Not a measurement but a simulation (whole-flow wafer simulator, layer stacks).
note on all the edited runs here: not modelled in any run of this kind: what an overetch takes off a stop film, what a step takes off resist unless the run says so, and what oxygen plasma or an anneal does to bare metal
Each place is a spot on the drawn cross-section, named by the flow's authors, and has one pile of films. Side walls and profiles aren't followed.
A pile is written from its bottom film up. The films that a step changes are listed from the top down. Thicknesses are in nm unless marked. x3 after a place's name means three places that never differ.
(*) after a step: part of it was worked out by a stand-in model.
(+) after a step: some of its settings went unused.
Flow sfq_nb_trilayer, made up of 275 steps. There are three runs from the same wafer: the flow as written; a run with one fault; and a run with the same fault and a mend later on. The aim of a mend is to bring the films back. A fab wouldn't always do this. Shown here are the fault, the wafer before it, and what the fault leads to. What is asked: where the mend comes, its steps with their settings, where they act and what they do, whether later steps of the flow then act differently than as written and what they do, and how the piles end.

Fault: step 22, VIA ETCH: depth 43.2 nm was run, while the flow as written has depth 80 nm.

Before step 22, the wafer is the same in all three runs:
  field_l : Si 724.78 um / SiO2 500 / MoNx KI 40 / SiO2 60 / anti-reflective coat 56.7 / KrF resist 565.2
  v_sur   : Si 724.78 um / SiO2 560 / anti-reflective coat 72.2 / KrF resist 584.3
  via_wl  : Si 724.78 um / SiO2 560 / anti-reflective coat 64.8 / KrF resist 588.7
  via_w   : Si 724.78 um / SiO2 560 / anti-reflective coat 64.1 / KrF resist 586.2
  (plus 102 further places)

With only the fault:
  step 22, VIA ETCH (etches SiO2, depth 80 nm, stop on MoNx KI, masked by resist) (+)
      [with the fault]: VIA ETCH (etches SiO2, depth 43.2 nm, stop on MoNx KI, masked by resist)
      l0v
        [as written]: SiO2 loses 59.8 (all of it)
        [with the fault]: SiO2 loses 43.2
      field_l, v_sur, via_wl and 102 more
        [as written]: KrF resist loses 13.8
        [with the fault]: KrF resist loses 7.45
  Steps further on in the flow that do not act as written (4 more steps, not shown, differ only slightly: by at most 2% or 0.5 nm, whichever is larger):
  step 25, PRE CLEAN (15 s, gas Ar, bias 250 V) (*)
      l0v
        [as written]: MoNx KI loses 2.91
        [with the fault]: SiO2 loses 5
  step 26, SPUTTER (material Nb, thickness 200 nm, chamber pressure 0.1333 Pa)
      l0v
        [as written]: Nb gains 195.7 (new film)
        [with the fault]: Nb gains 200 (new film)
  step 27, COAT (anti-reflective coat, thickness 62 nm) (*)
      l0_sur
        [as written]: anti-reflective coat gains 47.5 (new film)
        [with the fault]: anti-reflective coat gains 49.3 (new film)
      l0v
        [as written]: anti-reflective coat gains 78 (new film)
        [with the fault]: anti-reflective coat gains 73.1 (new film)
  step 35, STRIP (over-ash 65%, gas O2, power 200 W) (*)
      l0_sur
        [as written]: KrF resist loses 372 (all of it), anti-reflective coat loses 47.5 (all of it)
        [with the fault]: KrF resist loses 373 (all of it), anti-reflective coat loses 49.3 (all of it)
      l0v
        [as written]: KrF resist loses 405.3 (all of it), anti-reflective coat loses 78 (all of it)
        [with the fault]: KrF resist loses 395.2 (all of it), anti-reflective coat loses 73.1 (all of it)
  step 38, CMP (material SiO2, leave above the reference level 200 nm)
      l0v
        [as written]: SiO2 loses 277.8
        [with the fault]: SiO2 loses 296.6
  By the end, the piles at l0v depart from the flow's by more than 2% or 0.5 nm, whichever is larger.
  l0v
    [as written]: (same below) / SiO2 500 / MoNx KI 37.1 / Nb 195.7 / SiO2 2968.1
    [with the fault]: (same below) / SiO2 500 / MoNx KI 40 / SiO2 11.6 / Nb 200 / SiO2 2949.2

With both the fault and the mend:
  After step 23 comes the mend.
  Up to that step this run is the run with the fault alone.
  step 23a, COAT (anti-reflective coat, thickness 62 nm) (*) (a further turn of the flow's step 15)
      p4_fl x3, p4_w1 x9, p4_g1 x2 and 59 more
        anti-reflective coat gains 62 (new film)
      jj_sur, ce_l, c5j, ce_r, sp_r, be_r, r_sur, res
        anti-reflective coat gains 63.6 (new film)
      be, be_sur, gap, r_end, moat, field_r, lsp_l
        anti-reflective coat gains 63.7 (new film)
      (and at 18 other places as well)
  step 23b, COAT (KrF resist, thickness 650 nm) (*) (a further turn of the flow's step 16)
      p4_fl x3, p4_w1 x9, p4_g1 x2 and 59 more
        KrF resist gains 650 (new film)
      jj_sur, ce_l, c5j, ce_r, sp_r, be_r, r_sur, res
        KrF resist gains 656.8 (new film)
      gap, r_end, moat
        KrF resist gains 656.9 (new film)
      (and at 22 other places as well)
  step 23c, SOFTBAKE (KrF resist) (a further turn of the flow's step 17)
      alters no film at any place that is followed
  step 23d, EXPOSE (photomask L0V, dose 12.41 mJ/cm2, NA 0.6, wavelength 248 nm) (*) (a further turn of the flow's step 18)
      alters no film at any place that is followed
  step 23e, PEB (KrF resist, 90 s) (a further turn of the flow's step 19)
      p4_fl x3, p4_w1 x9, p4_g1 x2 and 59 more
        KrF resist loses 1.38
      via_v, wire, be and 16 more
        KrF resist loses 1.39
      v_sur, via_w, via_wr, via_sp, ln_m6, lsp_r
        KrF resist loses 1.4
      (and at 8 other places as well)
  step 23f, DEVELOP (KrF resist, thickness 650 nm, 60 s) (a further turn of the flow's step 20)
      field_l, v_sur, via_wl and 102 more
        KrF resist loses 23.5
      l0v
        KrF resist loses 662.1 (all of it)
  step 23g, VIA ETCH (etches anti-reflective coat, depth 125 nm, masked by resist) (*) (+) (a further turn of the flow's step 21)
      field_l, v_sur, via_wl and 102 more
        KrF resist loses 60
      l0v
        anti-reflective coat loses 72 (all of it), SiO2 loses 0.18
  step 23h, VIA ETCH (etches SiO2, depth 36.8 nm, stop on MoNx KI, masked by resist) (+) (a further turn of the flow's step 22, with different settings)
      field_l, v_sur, via_wl and 102 more
        KrF resist loses 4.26
      l0v
        SiO2 loses 16.5 (all of it)
  step 23i, STRIP (over-ash 65%, gas O2, power 200 W) (*) (a further turn of the flow's step 23)
      p4_fl x3, p4_w1 x9, p4_g1 x2 and 59 more
        KrF resist loses 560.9 (all of it), anti-reflective coat loses 62 (all of it)
      c5j, ce_r, sp_r, be_r, r_sur
        KrF resist loses 567.6 (all of it), anti-reflective coat loses 63.6 (all of it)
      be_sur, gap, moat
        KrF resist loses 567.8 (all of it), anti-reflective coat loses 63.7 (all of it)
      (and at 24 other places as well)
  None of the later steps of the flow acts differently than as written at any place that is followed.
  At every place that both follow, the piles at the end match the flow's.
